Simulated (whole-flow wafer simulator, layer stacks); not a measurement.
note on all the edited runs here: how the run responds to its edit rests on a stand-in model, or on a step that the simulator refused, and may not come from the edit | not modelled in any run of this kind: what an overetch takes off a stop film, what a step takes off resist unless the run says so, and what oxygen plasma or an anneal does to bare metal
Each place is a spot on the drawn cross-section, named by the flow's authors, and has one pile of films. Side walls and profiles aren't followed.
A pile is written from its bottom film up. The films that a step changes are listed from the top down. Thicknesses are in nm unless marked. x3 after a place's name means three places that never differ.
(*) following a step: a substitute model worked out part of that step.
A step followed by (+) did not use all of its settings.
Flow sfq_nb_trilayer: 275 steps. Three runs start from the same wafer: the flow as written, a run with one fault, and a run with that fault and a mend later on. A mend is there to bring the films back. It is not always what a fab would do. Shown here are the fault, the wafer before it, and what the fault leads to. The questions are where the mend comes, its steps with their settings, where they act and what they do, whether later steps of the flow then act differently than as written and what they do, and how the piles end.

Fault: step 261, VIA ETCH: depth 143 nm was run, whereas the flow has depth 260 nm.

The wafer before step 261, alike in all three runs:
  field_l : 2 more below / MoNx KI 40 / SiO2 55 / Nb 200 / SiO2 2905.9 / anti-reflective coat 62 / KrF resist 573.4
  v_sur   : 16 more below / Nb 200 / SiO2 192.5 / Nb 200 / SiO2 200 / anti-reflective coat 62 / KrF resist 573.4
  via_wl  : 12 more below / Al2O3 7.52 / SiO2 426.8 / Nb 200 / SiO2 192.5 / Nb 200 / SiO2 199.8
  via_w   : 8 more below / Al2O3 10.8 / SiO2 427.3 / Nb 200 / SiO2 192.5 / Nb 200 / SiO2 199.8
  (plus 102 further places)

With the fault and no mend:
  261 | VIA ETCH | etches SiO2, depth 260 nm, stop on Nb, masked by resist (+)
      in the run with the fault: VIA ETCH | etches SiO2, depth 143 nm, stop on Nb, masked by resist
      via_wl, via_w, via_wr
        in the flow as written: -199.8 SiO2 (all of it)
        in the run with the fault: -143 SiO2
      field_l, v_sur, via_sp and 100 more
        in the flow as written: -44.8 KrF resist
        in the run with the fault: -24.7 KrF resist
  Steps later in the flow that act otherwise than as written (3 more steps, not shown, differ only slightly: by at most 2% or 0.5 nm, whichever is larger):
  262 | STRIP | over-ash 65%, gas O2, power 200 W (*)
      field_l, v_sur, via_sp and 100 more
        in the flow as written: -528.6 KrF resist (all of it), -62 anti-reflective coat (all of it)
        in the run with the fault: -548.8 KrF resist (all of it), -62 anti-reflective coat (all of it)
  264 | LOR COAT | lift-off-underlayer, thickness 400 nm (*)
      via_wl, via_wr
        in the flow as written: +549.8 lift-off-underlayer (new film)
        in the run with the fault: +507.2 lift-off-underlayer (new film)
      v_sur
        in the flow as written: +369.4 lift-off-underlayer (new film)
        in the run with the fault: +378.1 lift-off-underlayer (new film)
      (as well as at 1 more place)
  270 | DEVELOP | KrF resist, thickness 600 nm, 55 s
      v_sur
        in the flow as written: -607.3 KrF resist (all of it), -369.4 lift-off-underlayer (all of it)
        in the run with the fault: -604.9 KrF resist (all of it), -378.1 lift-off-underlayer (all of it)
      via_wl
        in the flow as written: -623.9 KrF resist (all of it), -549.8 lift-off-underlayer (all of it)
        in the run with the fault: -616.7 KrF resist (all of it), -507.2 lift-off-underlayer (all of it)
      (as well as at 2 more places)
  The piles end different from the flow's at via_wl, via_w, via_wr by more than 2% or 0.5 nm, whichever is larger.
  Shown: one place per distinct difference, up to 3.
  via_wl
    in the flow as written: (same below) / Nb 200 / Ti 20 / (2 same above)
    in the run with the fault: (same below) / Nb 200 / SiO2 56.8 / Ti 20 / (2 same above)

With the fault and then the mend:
  The mend follows step 262.
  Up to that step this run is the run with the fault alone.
  262a | COAT | anti-reflective coat, thickness 62 nm (*) (the flow's step 254 again)
      p4_fl x3, p4_w1 x9, p4_g1 x2 and 63 more
        +62 anti-reflective coat (new film)
      sp_r, be_r, r_sur, res, r_end, moat, field_r, lsp_l
        +61.7 anti-reflective coat (new film)
      ln_m5, lsp_m, ln_m6, lsp_r, l0_sur, l0v
        +61.8 anti-reflective coat (new film)
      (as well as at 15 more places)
  262b | COAT | KrF resist, thickness 650 nm (*) (the flow's step 255 again)
      p4_fl x3, p4_w1 x9, p4_g1 x2 and 63 more
        +650 KrF resist (new film)
      field_r, lsp_l, ln_m5, lsp_m, ln_m6, lsp_r, l0_sur
        +649.5 KrF resist (new film)
      res, r_end, moat, l0v
        +649.4 KrF resist (new film)
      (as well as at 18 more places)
  262c | SOFTBAKE | KrF resist (the flow's step 256 again)
      alters no film at any place that is followed
  262d | EXPOSE | photomask I7, dose 11.93 mJ/cm2, NA 0.6, wavelength 248 nm (*) (the flow's step 257 again)
      alters no film at any place that is followed
  262e | PEB | KrF resist, 90 s (the flow's step 258 again)
      jj_sur, ce_l, c5j and 92 more
        -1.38 KrF resist
      v_sur, via_v, wire, be, be_sur, gap
        -1.37 KrF resist
      field_l, via_sp
        -1.36 KrF resist
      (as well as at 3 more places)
  262f | DEVELOP | KrF resist, thickness 650 nm, 60 s (the flow's step 259 again)
      field_l, v_sur, via_sp and 100 more
        -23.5 KrF resist
      via_wl
        -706 KrF resist (all of it)
      via_w
        -744.1 KrF resist (all of it)
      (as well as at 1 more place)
  262g | VIA ETCH | etches anti-reflective coat, depth 125 nm, masked by resist (+) (the flow's step 260 again)
      field_l, v_sur, via_sp and 100 more
        -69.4 KrF resist
      via_wl, via_wr
        -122 anti-reflective coat (all of it)
      via_w
        -79.2 anti-reflective coat (all of it), -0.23 SiO2
  262h | VIA ETCH | etches SiO2, depth 117 nm, stop on Nb, masked by resist (+) (the flow's step 261 again, with other settings)
      field_l, v_sur, via_sp and 100 more
        -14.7 KrF resist
      via_wl, via_wr
        -56.8 SiO2 (all of it)
      via_w
        -56.6 SiO2 (all of it)
  262i | STRIP | over-ash 65%, gas O2, power 200 W (*) (the flow's step 262 again)
      p4_fl x3, p4_w1 x9, p4_g1 x2 and 63 more
        -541 KrF resist (all of it), -62 anti-reflective coat (all of it)
      r_end, moat, field_r, lsp_l
        -540.4 KrF resist (all of it), -61.7 anti-reflective coat (all of it)
      be_r, r_sur, res
        -540.3 KrF resist (all of it), -61.7 anti-reflective coat (all of it)
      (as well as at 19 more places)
  Later steps of the flow that are run all act as written at every place that is followed.
  At every place that both follow, the piles at the end match the flow's.
